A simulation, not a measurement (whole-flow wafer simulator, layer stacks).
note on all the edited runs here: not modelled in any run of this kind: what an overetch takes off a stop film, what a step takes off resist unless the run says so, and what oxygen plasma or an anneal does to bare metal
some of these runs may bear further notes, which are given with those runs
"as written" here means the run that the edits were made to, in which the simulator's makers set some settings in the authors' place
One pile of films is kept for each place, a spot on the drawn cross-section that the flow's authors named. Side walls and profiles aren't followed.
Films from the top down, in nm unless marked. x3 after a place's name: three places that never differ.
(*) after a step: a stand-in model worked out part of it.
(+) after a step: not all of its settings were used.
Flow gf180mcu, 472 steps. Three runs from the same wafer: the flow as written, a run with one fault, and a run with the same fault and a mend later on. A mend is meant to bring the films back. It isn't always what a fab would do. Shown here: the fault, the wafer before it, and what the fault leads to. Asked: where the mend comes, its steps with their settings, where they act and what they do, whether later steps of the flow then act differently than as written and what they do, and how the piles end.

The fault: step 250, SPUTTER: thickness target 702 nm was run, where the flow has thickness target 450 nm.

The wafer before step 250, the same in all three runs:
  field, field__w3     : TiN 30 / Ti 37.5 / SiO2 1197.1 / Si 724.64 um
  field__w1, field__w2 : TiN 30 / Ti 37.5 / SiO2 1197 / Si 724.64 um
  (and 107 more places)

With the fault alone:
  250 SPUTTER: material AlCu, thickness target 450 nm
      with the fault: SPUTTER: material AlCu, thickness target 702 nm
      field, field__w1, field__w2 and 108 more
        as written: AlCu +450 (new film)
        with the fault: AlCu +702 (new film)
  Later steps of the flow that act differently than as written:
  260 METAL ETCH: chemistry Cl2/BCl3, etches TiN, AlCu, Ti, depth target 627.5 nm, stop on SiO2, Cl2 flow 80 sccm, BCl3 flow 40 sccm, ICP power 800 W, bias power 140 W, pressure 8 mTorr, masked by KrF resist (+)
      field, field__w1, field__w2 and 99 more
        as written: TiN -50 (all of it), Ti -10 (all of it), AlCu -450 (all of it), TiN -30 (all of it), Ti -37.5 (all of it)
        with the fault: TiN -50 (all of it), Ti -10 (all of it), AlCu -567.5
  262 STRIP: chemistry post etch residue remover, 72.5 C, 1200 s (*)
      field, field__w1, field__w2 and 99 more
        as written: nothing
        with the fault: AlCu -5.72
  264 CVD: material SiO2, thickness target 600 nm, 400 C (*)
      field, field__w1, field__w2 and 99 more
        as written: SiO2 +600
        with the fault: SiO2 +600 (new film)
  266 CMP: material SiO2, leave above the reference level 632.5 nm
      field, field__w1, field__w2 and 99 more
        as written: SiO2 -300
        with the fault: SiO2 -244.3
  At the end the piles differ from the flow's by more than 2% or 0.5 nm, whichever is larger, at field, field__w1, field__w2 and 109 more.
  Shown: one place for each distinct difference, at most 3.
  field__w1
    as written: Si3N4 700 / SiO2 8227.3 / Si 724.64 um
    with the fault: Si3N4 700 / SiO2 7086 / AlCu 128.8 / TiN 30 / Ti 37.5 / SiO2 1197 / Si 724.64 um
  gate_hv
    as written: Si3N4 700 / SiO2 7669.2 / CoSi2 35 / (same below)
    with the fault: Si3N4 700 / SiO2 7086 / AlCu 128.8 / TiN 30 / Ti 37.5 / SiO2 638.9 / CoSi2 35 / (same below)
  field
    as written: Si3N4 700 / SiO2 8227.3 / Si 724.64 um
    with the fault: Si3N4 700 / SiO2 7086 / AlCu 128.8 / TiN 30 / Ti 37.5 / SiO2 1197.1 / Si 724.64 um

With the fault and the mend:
  The mend comes after step 250.
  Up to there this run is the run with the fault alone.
  250a METAL ETCH: chemistry Cl2/BCl3, etches TiN, AlCu, Ti, depth target 252 nm, Cl2 flow 80 sccm, BCl3 flow 40 sccm, ICP power 800 W, bias power 140 W, pressure 8 mTorr
      field, field__w1, field__w2 and 108 more
        AlCu -252
  No later step of the flow acts differently than as written at any place that is followed.
  At the end the piles are the same as the flow's at every place that both follow.
